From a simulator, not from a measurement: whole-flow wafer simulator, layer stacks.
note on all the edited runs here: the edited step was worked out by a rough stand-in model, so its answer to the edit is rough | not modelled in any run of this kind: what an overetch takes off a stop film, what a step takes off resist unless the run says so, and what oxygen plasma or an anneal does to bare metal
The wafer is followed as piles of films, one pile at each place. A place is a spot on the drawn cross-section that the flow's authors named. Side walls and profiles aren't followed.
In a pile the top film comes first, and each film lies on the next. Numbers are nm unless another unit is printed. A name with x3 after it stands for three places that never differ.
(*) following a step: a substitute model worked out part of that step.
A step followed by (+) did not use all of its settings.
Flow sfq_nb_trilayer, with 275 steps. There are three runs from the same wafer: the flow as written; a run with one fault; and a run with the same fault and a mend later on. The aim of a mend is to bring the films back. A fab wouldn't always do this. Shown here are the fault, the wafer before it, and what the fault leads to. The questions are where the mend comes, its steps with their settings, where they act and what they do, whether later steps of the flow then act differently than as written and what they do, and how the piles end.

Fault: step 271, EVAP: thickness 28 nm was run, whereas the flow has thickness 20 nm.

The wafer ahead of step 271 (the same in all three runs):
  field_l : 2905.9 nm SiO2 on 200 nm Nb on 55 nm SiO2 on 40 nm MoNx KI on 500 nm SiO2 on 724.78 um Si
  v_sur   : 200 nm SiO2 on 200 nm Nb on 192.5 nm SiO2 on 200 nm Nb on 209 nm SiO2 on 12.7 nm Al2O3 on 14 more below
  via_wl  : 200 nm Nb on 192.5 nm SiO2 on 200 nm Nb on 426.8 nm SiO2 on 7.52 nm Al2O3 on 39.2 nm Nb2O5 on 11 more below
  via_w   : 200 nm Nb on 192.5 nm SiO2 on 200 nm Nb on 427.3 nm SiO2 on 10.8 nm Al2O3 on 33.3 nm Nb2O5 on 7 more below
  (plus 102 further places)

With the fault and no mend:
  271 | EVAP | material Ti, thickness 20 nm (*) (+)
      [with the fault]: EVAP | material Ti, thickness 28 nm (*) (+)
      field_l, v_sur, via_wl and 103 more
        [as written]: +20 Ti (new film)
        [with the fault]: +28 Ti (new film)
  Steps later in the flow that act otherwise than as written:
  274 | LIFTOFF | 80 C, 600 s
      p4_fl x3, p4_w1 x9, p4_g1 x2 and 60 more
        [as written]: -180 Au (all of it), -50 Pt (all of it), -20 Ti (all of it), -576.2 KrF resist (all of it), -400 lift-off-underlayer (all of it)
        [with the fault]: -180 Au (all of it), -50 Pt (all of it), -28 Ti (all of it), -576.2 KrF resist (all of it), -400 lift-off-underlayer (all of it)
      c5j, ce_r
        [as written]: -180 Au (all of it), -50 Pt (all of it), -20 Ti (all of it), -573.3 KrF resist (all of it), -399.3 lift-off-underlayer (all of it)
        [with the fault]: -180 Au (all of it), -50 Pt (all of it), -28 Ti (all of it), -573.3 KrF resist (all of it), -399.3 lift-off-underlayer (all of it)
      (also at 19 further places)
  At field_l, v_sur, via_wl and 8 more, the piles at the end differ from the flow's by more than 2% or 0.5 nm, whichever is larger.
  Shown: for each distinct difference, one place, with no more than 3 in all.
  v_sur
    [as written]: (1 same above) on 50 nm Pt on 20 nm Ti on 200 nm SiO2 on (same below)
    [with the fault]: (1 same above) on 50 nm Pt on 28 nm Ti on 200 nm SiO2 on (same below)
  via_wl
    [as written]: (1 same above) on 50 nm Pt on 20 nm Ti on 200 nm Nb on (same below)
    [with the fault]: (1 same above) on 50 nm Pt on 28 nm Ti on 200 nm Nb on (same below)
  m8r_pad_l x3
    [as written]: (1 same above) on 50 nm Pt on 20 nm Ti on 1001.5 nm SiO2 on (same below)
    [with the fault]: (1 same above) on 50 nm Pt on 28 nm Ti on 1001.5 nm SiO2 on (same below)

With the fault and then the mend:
  The mend follows step 271.
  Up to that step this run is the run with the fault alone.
  271a | METAL ETCH | etches Ti, MoNx, depth 8 nm (the flow's step 190 again, with other settings)
      field_l, v_sur, via_wl and 103 more
        -8 Ti
  Later steps of the flow that are run all act as written at every place that is followed.
  By the end, the piles equal the flow's at every place that both follow.
